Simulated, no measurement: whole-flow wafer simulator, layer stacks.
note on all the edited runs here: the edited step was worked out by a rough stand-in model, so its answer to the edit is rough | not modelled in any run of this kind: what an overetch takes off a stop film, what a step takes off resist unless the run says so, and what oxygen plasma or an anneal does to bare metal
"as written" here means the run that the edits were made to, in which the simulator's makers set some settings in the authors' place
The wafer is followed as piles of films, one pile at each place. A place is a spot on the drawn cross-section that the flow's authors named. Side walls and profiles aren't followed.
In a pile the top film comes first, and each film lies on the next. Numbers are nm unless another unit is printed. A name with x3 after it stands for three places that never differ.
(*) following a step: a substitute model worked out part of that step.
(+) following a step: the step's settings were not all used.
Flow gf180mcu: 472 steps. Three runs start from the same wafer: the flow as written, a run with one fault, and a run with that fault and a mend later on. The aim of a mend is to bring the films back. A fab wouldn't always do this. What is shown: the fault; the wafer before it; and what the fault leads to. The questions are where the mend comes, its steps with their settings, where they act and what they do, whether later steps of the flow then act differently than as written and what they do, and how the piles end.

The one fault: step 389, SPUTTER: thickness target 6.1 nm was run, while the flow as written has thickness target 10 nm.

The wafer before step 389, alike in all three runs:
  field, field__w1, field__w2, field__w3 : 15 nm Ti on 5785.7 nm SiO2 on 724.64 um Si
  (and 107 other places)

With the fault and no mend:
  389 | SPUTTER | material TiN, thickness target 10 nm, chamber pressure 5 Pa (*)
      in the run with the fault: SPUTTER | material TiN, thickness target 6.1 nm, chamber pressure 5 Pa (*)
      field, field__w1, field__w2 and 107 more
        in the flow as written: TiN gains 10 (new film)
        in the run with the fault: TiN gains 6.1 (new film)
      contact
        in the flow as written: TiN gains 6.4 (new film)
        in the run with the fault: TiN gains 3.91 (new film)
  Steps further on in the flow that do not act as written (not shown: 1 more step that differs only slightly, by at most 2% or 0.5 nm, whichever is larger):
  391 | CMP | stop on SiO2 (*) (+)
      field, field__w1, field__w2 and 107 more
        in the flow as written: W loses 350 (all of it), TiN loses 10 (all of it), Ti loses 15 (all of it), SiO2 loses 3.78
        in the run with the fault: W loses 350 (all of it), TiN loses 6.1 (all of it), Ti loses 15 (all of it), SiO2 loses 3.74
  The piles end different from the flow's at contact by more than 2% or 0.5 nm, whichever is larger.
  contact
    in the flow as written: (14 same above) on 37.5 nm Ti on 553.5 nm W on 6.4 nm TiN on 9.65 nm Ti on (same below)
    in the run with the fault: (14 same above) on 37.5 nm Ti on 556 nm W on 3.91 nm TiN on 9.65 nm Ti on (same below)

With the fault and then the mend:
  After step 389 comes the mend.
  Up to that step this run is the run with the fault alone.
  389a | SPUTTER | material TiN, thickness target 3.9 nm, chamber pressure 5 Pa (*) (the flow's step 389 again, with other settings)
      field, field__w1, field__w2 and 107 more
        TiN gains 3.9
      contact
        TiN gains 2.49
  None of the later steps of the flow acts differently than as written at any place that is followed.
  The piles end the same as the flow's at every place that both follow.
